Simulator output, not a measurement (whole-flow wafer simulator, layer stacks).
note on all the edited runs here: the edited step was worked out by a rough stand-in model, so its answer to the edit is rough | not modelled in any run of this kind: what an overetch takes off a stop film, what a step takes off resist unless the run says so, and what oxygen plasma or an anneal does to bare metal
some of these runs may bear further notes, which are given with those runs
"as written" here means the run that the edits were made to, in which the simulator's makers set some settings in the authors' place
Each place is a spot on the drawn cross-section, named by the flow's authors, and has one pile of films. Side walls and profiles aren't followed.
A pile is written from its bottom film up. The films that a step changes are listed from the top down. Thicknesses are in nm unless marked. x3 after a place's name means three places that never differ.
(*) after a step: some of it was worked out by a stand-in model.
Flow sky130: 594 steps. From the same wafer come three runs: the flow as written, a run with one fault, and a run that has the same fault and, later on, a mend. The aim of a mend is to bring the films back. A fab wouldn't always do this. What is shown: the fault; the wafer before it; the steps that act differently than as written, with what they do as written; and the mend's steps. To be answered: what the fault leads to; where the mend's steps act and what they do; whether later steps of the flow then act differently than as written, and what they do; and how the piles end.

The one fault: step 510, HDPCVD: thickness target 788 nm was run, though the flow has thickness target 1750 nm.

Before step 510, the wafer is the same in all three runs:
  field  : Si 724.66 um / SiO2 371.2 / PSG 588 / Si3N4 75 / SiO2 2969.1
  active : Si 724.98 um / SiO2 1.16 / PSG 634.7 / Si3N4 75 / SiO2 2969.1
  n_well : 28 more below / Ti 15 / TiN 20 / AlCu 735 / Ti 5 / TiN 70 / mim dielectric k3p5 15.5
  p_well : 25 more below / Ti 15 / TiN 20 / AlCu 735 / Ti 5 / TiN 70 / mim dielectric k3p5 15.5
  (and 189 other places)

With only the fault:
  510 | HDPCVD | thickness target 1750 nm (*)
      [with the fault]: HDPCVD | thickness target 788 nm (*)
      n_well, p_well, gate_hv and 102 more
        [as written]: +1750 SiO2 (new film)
        [with the fault]: +788 SiO2 (new film)
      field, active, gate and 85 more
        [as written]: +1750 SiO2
        [with the fault]: +788 SiO2
  Later steps of the flow acting differently than as written (not shown: 13 more steps that differ only slightly, by at most 2% or 0.5 nm, whichever is larger):
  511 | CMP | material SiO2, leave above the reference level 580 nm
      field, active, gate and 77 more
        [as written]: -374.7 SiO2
        [with the fault]: nothing
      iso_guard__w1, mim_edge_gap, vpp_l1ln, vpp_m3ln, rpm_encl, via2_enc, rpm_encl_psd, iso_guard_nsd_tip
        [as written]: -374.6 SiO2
        [with the fault]: nothing
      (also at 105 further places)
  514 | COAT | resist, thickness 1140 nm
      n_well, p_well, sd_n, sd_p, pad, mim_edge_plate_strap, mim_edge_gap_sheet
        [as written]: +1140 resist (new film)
        [with the fault]: +556.2 resist (new film)
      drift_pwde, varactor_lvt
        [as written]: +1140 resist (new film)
        [with the fault]: +862.1 resist (new film)
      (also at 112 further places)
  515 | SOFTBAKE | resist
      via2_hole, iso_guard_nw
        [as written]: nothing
        [with the fault]: +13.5 resist
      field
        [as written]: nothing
        [with the fault]: -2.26 resist
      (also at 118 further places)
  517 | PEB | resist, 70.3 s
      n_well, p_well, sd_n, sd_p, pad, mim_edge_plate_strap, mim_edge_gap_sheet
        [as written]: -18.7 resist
        [with the fault]: -7.68 resist
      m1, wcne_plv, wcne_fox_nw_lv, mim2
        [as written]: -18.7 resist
        [with the fault]: -11.1 resist
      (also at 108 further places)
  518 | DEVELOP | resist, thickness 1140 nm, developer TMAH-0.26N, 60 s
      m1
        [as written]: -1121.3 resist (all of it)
        [with the fault]: -740.1 resist (all of it)
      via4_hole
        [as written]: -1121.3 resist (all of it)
        [with the fault]: -700.2 resist (all of it)
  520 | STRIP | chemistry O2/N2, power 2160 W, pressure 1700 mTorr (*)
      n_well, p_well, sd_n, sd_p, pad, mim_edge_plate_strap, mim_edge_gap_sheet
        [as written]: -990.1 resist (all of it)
        [with the fault]: -417.3 resist (all of it)
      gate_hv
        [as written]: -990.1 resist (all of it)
        [with the fault]: -967.1 resist (all of it)
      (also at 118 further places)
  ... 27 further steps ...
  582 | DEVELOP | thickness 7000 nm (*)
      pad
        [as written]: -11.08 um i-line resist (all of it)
        [with the fault]: -11.05 um i-line resist (all of it)
  The piles end different from the flow's at field, active, gate and 83 more by more than 2% or 0.5 nm, whichever is larger.
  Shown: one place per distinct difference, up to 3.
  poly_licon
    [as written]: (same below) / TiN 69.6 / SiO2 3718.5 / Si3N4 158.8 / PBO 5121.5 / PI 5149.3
    [with the fault]: (same below) / TiN 69.6 / SiO2 3036.6 / TiN 20 / W 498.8 / SiO2 125.2 / Si3N4 158.8 / PBO 5126.4 / PI 5150.9
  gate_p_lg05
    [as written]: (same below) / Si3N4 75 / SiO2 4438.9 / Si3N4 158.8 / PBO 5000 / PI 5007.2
    [with the fault]: (same below) / Si3N4 75 / SiO2 3757.1 / TiN 20 / W 498.8 / SiO2 125.2 / Si3N4 158.8 / PBO 5000 / PI 5012.6
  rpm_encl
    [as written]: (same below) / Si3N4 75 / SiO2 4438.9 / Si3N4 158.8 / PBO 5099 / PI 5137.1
    [with the fault]: (same below) / Si3N4 75 / SiO2 3757.1 / TiN 20 / W 498.8 / SiO2 125.2 / Si3N4 158.8 / PBO 5102.8 / PI 5139.6

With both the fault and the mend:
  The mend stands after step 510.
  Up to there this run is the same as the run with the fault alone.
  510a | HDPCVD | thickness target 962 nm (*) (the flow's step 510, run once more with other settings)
      field, active, n_well and 190 more
        +962 SiO2
  Later steps of the flow that are run all act as written at every place that is followed.
  At every place that both follow, the piles at the end match the flow's.
